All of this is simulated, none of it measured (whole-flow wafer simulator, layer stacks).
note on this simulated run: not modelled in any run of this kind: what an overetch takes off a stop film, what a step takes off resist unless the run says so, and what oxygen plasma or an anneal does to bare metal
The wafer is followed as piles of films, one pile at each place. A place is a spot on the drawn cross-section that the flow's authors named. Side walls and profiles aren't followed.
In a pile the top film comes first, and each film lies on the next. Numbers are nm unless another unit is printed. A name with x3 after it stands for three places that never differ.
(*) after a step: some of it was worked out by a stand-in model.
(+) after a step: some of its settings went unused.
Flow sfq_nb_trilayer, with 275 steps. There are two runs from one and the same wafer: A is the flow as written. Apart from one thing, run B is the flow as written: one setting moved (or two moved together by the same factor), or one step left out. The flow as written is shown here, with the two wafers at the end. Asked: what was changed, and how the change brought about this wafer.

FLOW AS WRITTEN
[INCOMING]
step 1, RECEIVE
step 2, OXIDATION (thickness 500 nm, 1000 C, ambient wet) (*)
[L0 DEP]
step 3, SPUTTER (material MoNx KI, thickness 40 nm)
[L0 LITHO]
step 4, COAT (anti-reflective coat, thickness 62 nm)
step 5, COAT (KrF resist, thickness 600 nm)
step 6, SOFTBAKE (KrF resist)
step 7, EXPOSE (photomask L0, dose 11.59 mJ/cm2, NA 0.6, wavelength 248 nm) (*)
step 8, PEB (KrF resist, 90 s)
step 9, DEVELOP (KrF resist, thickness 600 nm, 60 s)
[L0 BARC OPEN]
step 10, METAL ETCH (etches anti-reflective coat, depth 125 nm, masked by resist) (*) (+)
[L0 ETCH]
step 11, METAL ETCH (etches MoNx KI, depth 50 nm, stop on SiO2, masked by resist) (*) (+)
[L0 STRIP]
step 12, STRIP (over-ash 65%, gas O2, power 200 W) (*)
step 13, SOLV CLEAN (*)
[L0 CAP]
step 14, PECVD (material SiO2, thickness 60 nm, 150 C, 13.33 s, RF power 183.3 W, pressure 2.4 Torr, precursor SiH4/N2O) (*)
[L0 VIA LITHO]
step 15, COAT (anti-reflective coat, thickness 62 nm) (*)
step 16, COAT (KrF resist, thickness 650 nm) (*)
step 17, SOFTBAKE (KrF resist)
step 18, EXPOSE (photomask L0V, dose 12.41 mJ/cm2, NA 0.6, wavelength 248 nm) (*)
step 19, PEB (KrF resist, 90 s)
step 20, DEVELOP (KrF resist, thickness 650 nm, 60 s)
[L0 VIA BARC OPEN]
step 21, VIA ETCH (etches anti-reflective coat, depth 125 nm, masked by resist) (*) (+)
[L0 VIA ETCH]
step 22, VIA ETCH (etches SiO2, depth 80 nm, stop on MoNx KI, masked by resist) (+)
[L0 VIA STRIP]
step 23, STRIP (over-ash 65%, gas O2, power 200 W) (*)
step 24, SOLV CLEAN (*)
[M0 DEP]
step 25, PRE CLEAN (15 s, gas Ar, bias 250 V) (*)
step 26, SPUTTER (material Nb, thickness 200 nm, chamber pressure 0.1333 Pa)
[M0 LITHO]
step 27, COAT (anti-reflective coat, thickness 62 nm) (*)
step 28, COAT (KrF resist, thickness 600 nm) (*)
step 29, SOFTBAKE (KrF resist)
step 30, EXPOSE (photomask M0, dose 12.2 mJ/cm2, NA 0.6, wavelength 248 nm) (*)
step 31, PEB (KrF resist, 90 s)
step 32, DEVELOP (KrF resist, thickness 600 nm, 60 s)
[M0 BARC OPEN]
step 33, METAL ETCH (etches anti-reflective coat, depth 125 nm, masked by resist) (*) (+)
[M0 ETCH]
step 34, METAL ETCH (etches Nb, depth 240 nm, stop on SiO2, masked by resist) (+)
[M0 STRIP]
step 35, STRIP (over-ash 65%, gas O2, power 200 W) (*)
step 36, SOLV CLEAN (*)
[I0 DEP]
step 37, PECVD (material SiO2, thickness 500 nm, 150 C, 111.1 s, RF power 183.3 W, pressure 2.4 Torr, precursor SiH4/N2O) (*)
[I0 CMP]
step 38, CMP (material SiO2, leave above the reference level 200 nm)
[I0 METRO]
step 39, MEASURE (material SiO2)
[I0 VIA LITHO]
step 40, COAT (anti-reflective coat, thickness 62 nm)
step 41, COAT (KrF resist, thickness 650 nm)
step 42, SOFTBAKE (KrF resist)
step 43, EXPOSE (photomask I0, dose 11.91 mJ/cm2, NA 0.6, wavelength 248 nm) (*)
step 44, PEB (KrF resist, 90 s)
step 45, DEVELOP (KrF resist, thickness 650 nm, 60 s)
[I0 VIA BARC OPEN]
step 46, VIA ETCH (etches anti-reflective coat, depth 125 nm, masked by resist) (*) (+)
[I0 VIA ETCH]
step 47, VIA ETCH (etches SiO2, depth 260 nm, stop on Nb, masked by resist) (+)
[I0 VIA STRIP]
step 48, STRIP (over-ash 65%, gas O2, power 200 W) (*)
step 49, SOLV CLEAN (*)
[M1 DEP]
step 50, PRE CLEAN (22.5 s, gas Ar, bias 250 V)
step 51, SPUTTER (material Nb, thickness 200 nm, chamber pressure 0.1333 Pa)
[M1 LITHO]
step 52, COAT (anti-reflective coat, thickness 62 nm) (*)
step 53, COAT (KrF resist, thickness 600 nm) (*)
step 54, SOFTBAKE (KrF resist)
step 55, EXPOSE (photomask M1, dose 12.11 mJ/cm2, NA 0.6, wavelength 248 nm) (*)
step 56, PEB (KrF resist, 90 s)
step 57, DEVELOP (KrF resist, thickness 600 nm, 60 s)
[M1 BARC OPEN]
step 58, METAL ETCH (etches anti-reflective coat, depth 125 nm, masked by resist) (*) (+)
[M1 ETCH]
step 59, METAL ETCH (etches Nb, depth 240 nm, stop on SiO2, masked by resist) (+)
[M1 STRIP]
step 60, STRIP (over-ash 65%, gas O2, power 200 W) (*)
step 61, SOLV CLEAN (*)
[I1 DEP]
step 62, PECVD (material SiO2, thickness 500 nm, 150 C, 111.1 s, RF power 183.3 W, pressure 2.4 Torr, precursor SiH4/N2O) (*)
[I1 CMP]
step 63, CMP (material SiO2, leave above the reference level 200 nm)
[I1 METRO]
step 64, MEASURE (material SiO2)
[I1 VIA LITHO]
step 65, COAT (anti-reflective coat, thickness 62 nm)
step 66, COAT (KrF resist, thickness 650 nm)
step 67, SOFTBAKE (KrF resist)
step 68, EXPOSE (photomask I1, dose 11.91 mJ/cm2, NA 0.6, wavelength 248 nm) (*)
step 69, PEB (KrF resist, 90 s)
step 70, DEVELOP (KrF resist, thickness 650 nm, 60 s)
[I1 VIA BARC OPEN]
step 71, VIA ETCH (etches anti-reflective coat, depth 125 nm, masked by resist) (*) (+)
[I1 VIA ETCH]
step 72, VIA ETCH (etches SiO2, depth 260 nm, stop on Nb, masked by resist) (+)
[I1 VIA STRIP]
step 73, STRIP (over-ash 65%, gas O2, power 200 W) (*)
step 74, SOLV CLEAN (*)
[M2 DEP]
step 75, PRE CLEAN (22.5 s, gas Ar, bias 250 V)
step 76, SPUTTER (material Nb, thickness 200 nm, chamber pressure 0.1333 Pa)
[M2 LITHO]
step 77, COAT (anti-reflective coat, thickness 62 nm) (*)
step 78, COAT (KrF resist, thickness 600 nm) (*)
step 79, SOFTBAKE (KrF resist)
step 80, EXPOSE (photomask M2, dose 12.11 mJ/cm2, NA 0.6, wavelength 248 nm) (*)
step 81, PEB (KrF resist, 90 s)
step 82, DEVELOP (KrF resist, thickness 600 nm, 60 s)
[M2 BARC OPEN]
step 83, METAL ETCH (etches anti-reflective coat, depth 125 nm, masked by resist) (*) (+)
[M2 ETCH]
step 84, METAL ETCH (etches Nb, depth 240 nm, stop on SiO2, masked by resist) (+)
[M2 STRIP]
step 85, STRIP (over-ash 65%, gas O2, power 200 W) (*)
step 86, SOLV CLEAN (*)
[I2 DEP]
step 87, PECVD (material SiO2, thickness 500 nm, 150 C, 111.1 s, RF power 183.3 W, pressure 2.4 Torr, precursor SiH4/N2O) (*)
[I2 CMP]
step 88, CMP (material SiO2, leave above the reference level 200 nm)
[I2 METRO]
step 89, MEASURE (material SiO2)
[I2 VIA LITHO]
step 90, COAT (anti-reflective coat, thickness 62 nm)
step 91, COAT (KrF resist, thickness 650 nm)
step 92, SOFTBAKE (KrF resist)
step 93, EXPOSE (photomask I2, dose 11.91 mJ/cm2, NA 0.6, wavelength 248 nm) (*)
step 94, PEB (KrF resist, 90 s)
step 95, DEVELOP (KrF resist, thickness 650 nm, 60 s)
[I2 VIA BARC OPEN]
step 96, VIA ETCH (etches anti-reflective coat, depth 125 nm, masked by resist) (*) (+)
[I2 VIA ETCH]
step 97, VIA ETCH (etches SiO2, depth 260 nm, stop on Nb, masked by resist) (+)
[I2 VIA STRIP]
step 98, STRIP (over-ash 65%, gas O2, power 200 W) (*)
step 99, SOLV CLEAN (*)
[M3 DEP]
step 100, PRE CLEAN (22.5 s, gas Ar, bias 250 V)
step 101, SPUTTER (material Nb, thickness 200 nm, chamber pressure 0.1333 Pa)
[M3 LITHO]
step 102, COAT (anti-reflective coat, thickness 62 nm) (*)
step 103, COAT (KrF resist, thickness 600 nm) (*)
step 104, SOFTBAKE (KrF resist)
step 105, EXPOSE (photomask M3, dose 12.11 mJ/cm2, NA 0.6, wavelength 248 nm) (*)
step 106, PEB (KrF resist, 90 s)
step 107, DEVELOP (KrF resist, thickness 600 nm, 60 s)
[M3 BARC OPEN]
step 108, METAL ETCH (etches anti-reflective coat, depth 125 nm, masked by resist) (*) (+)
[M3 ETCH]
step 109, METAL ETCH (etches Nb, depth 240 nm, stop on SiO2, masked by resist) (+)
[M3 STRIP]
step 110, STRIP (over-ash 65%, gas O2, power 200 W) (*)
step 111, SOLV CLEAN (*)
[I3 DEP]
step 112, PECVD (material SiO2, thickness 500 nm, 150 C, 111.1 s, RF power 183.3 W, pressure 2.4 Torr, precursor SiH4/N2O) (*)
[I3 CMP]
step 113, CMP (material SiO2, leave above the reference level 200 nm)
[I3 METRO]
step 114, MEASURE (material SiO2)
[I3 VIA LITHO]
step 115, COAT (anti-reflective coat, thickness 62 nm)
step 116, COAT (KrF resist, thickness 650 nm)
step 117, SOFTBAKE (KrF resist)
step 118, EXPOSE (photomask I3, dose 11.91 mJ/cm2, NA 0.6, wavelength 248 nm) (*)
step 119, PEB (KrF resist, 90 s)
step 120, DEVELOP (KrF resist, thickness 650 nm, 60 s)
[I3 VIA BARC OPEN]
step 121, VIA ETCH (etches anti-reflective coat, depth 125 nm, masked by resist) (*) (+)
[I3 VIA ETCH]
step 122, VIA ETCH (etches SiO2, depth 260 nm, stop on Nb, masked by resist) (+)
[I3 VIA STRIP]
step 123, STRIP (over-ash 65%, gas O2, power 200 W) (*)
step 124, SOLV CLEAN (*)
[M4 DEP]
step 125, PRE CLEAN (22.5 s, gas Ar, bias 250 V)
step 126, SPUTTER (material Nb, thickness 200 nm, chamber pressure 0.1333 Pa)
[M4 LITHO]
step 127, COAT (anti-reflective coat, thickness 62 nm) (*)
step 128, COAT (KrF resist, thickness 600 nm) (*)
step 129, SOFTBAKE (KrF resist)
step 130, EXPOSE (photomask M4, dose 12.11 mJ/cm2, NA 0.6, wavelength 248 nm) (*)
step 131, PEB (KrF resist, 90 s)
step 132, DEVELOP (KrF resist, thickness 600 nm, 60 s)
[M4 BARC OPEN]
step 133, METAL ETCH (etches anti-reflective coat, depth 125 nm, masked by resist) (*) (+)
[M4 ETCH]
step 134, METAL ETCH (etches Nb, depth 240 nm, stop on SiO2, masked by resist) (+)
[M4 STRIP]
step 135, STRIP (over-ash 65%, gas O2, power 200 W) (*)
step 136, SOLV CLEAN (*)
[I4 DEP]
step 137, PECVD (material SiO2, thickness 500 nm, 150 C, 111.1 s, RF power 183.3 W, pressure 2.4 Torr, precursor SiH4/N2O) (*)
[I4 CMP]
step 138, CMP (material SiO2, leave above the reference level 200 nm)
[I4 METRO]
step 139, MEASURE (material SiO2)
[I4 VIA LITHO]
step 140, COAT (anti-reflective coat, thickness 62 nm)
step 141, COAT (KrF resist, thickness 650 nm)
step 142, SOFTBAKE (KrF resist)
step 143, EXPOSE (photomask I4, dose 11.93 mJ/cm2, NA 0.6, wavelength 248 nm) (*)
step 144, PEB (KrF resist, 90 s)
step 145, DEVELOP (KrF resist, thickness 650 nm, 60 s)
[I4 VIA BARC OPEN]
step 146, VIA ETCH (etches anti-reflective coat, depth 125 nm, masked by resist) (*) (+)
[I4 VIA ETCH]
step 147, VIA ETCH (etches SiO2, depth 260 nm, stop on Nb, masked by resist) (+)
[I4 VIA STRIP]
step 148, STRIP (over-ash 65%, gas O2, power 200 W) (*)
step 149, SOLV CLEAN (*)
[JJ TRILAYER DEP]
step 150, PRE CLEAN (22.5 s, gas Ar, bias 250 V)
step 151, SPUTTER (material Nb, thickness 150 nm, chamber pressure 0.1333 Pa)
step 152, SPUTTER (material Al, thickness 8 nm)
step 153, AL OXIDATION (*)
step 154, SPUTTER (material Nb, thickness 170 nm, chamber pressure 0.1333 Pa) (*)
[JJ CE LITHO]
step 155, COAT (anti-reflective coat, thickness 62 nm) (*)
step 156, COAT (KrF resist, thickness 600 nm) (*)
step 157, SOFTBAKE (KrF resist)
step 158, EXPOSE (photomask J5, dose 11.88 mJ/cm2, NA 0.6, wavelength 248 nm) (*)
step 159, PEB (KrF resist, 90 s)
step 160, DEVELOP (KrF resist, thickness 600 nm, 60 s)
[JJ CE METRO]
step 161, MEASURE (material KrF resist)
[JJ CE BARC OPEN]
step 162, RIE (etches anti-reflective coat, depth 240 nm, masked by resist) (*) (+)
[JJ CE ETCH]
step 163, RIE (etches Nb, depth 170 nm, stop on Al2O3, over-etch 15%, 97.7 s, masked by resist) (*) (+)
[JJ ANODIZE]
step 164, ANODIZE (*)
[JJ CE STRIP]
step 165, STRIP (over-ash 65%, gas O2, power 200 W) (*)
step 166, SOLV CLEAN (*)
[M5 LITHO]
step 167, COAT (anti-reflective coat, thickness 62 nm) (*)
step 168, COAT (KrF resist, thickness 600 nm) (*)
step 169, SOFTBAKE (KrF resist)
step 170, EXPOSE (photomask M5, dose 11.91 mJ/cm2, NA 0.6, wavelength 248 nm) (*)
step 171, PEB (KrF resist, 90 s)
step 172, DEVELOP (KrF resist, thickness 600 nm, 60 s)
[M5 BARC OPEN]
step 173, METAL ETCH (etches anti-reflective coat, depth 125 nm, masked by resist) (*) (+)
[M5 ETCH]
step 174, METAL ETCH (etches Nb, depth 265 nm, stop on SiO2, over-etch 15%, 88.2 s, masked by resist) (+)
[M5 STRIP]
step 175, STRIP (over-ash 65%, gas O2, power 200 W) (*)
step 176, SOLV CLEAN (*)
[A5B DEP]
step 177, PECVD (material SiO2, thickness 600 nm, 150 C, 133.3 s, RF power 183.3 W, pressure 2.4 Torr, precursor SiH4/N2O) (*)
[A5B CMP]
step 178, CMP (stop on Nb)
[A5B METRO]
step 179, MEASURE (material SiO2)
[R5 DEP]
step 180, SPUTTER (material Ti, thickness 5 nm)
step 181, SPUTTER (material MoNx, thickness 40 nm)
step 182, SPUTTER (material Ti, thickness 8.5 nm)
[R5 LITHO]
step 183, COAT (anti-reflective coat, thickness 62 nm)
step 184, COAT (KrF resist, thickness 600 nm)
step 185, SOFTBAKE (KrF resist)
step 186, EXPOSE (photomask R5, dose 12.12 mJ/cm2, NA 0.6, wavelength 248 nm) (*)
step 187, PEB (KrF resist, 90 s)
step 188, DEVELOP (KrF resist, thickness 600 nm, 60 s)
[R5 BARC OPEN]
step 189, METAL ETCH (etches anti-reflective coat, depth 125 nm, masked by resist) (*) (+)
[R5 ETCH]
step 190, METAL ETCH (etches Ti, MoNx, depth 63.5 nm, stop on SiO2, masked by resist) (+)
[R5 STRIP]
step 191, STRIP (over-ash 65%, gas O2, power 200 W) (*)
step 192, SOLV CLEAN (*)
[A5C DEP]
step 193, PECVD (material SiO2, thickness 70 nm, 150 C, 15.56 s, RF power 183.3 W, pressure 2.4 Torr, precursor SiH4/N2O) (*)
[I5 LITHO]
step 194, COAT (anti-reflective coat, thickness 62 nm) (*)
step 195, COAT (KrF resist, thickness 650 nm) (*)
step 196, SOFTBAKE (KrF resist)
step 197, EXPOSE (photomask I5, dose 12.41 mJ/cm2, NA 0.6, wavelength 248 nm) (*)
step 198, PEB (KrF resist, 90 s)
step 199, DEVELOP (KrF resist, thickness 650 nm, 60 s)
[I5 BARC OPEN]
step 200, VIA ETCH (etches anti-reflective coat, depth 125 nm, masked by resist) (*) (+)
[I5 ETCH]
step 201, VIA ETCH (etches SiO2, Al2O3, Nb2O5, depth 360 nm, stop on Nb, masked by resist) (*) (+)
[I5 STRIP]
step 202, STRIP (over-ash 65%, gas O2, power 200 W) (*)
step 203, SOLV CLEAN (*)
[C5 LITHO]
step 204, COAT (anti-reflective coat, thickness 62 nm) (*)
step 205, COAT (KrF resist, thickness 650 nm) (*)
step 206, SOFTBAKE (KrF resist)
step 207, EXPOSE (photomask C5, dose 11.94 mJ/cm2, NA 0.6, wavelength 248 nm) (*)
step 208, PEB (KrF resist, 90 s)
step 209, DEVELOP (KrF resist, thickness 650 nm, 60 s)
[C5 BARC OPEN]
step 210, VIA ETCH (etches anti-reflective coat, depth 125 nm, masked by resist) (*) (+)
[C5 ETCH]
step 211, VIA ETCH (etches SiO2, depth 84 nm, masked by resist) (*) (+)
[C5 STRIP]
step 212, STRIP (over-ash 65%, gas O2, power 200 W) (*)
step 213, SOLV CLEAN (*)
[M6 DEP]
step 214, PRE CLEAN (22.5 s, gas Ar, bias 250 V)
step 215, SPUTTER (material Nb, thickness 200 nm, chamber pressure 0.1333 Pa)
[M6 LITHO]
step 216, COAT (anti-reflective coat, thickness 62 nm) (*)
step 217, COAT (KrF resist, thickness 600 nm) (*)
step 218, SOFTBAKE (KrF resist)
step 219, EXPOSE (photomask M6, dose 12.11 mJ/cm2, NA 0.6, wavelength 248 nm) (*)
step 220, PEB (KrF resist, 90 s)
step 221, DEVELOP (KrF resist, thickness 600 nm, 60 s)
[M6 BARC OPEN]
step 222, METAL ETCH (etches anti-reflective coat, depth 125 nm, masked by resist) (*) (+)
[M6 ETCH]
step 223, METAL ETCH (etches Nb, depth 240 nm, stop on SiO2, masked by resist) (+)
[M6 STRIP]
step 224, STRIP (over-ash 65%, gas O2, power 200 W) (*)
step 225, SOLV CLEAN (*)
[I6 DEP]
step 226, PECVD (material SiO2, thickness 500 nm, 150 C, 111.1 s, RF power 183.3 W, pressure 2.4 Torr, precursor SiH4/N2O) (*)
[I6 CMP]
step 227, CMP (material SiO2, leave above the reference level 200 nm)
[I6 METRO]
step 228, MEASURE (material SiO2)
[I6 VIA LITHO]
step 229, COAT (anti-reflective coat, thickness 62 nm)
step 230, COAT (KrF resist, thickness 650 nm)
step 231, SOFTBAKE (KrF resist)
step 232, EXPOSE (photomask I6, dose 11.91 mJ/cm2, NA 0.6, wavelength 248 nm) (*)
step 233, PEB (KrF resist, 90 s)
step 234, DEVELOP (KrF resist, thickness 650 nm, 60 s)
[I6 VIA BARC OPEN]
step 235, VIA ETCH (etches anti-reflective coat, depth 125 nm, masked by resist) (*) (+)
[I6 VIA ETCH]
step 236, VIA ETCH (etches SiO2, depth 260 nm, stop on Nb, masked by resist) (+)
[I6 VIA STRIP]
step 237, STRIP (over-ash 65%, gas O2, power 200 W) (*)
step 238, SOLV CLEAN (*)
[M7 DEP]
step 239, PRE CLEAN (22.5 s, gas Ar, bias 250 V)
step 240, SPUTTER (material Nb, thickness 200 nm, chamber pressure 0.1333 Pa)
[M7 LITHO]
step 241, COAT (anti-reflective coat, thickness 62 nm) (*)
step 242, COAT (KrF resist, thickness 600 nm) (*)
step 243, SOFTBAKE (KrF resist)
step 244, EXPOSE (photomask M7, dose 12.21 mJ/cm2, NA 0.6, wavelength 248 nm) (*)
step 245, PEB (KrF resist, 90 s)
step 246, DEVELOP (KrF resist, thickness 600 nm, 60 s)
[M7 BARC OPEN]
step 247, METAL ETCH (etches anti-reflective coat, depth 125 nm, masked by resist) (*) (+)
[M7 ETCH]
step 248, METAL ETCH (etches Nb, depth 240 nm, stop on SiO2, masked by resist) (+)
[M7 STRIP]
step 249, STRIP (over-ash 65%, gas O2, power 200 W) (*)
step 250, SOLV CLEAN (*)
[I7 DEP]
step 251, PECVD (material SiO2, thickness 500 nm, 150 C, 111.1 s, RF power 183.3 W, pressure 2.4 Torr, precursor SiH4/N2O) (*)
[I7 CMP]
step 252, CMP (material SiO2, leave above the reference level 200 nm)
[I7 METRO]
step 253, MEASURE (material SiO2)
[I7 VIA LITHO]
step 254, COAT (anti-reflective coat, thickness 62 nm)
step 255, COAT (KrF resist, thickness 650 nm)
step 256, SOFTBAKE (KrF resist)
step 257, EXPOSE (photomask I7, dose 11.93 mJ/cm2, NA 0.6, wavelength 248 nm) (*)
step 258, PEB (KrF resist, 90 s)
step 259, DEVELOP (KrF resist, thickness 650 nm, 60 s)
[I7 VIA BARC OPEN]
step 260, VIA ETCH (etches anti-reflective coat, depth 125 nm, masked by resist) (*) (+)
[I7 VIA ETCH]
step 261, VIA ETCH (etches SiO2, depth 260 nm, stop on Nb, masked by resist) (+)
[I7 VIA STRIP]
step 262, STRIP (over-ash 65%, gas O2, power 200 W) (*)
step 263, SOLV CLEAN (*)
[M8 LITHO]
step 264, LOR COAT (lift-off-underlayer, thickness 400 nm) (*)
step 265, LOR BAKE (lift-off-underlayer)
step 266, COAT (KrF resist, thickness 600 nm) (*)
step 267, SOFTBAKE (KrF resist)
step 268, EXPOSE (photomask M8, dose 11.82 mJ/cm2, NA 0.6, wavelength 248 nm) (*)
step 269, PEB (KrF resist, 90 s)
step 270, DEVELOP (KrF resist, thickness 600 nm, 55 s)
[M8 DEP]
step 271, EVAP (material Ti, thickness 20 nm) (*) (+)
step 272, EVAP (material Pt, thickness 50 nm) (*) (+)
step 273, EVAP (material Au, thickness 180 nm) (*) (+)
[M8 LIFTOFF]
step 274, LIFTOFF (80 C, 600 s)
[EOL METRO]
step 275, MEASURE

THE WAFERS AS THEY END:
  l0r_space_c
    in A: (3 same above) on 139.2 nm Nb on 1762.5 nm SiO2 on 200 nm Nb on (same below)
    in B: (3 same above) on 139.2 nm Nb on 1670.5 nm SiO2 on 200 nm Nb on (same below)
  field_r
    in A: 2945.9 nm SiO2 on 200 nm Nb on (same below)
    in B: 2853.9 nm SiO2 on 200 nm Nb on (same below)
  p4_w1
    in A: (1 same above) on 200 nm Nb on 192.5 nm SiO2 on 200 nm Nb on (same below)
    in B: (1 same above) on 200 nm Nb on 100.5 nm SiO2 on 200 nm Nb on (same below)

The reason: step 113, CMP: leave above the reference level 108 nm was run, though the flow has leave above the reference level 200 nm.

How this came from the change, step by step:
  step 113, CMP (material SiO2, leave above the reference level 200 nm)
      field_l, be, be_sur and 64 more: A SiO2 loses 100 | B SiO2 loses 192
      v_sur, via_wl, via_wr and 27 more: A SiO2 loses 300 | B SiO2 loses 392
      (as well as at 9 more places)
  step 122, VIA ETCH (etches SiO2, depth 260 nm, stop on Nb, masked by resist) (+)
      field_l, v_sur, via_wl and 102 more: A KrF resist loses 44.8 | B KrF resist loses 27.9
      via_v: A SiO2 loses 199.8 (all of it) | B SiO2 loses 107.8 (all of it)
  step 123, STRIP (over-ash 65%, gas O2, power 200 W) (*)
      field_l, v_sur, via_wl and 102 more: A KrF resist loses 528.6 (all of it), anti-reflective coat loses 62 (all of it) | B KrF resist loses 545.5 (all of it), anti-reflective coat loses 62 (all of it)
  step 126, SPUTTER (material Nb, thickness 200 nm, chamber pressure 0.1333 Pa)
      via_v: A Nb gains 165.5 | B Nb gains 186
  step 127, COAT (anti-reflective coat, thickness 62 nm) (*)
      via_sp: A anti-reflective coat gains 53 (new film) | B anti-reflective coat gains 51.5 (new film)
      via_v: A anti-reflective coat gains 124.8 (new film) | B anti-reflective coat gains 108.8 (new film)
      (as well as at 1 more place)
  step 128, COAT (KrF resist, thickness 600 nm) (*)
      via_v: A KrF resist gains 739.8 (new film) | B KrF resist gains 657.8 (new film)
  step 135, STRIP (over-ash 65%, gas O2, power 200 W) (*)
      via_sp: A KrF resist loses 373.9 (all of it), anti-reflective coat loses 53 (all of it) | B KrF resist loses 382.6 (all of it), anti-reflective coat loses 51.5 (all of it)
      via_v: A KrF resist loses 521.8 (all of it), anti-reflective coat loses 124.8 (all of it) | B KrF resist loses 440 (all of it), anti-reflective coat loses 108.8 (all of it)
      (as well as at 1 more place)
  step 137, PECVD (material SiO2, thickness 500 nm, 150 C, 111.1 s, RF power 183.3 W, pressure 2.4 Torr, precursor SiH4/N2O) (*)
      via_v: A SiO2 gains 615 (new film) | B SiO2 gains 500 (new film)
